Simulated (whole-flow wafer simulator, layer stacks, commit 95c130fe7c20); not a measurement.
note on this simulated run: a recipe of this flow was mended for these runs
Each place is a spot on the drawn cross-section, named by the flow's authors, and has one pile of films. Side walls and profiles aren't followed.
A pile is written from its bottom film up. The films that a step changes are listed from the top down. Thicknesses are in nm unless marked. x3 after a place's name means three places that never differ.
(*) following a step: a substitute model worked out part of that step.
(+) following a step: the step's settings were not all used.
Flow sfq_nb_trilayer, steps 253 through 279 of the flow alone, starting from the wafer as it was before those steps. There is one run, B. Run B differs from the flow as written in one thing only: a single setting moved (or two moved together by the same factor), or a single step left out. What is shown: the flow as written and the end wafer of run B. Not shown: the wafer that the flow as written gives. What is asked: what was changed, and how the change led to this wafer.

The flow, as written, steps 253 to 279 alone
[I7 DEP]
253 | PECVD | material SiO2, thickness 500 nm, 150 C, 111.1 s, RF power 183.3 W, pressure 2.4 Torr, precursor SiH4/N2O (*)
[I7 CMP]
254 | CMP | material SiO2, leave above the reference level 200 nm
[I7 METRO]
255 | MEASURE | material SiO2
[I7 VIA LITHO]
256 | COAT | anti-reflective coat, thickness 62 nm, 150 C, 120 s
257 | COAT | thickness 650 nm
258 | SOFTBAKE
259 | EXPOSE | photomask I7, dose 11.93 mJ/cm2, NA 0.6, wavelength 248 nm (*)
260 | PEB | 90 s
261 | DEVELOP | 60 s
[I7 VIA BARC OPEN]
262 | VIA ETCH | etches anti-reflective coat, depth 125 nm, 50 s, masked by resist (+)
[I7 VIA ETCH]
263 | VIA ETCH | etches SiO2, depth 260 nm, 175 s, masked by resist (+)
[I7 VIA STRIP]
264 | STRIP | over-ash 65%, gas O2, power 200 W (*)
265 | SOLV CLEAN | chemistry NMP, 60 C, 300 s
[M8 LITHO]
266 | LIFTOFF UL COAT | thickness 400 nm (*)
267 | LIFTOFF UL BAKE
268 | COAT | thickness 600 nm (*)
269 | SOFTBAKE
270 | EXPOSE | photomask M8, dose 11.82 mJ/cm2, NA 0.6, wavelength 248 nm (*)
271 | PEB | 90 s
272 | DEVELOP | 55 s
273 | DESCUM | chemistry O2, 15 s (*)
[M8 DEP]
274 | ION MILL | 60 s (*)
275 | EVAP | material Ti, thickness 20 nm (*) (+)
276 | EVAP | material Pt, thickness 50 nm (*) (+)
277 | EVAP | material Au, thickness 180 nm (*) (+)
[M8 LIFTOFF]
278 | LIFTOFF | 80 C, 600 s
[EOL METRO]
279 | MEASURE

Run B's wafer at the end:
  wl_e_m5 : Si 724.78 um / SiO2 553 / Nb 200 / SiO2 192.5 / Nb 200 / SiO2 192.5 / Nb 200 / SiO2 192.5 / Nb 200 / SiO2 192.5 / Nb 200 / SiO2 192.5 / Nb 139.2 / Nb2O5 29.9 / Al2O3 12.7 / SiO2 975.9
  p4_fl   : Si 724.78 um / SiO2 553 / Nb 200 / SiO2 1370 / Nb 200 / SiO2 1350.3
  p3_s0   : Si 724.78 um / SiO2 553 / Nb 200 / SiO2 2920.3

The reason: step 253, PECVD: 84.44 s was run, whereas the flow has 111.1 s.

Step by step, how the change led to this:
  253 | PECVD | material SiO2, thickness 500 nm, 150 C, 111.1 s, RF power 183.3 W, pressure 2.4 Torr, precursor SiH4/N2O (*)
      field_l, p4_fl, p4_fm and 56 more: SiO2 gains 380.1 (as written it would have been: SiO2 gains 500)
      v_sur, via_wl, via_w and 37 more: SiO2 gains 380.1 (new film) (as written it would have been: SiO2 gains 500 (new film))
      (and at 7 other places as well)
  254 | CMP | material SiO2, leave above the reference level 200 nm
      field_l, p4_fl, p4_fm and 56 more: nothing (as written it would have been: SiO2 loses 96)
      field_r, lsp_l: nothing (as written it would have been: SiO2 loses 73.2)
      (and at 45 other places as well)
  256 | COAT | anti-reflective coat, thickness 62 nm, 150 C, 120 s
      m0r_line_l x2, m5r_space_l x2, m6r_line_l x2: anti-reflective coat gains 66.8 (new film) (as written it would have been: anti-reflective coat gains 62 (new film))
      m0r_space_l, m0r_space_r, m6r_space_l, m6r_space_r: anti-reflective coat gains 68.7 (new film) (as written it would have been: anti-reflective coat gains 62 (new film))
      (and at 42 other places as well)
  262 | VIA ETCH | etches anti-reflective coat, depth 125 nm, 50 s, masked by resist (+)
      via_wl: anti-reflective coat loses 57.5 (all of it), SiO2 loses 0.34 (as written it would have been: anti-reflective coat loses 62 (all of it), SiO2 loses 0.31)
      via_w: anti-reflective coat loses 60.5 (all of it), SiO2 loses 0.32 (as written it would have been: anti-reflective coat loses 62 (all of it), SiO2 loses 0.31)
  264 | STRIP | over-ash 65%, gas O2, power 200 W (*)
      m0r_line_l x2, m6r_line_l x2: KrF-resist-other-grade loses 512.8 (all of it), anti-reflective coat loses 66.8 (all of it) (as written it would have been: KrF-resist-other-grade loses 510.8 (all of it), anti-reflective coat loses 62 (all of it))
      m0r_space_l, m0r_space_r, m6r_space_l, m6r_space_r: KrF-resist-other-grade loses 511.2 (all of it), anti-reflective coat loses 68.7 (all of it) (as written it would have been: KrF-resist-other-grade loses 510.8 (all of it), anti-reflective coat loses 62 (all of it))
      (and at 42 other places as well)
  266 | LIFTOFF UL COAT | thickness 400 nm (*)
      r5r_spacepad_l, r5r_spacepad_r: lift-off-underlayer gains 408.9 (new film) (as written it would have been: lift-off-underlayer gains 400 (new film))
      m7r_line_l x2: lift-off-underlayer gains 391.5 (new film) (as written it would have been: lift-off-underlayer gains 400 (new film))
      (and at 12 other places as well)
  272 | DEVELOP | 55 s
      field_l: KrF-resist-other-grade loses 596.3 (all of it), lift-off-underlayer loses 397 (all of it) (as written it would have been: KrF-resist-other-grade loses 593.6 (all of it), lift-off-underlayer loses 387.9 (all of it))
  278 | LIFTOFF | 80 C, 600 s
      r5r_spacepad_l, r5r_spacepad_r: Au loses 180 (all of it), Pt loses 50 (all of it), Ti loses 20 (all of it), KrF-resist-other-grade loses 561.3 (all of it), lift-off-underlayer loses 408.9 (all of it) (as written it would have been: Au loses 180 (all of it), Pt loses 50 (all of it), Ti loses 20 (all of it), KrF-resist-other-grade loses 562.7 (all of it), lift-off-underlayer loses 400 (all of it))
      m7r_line_l x2: Au loses 180 (all of it), Pt loses 50 (all of it), Ti loses 20 (all of it), KrF-resist-other-grade loses 561.8 (all of it), lift-off-underlayer loses 391.5 (all of it) (as written it would have been: Au loses 180 (all of it), Pt loses 50 (all of it), Ti loses 20 (all of it), KrF-resist-other-grade loses 562.7 (all of it), lift-off-underlayer loses 400 (all of it))
      (and at 11 other places as well)
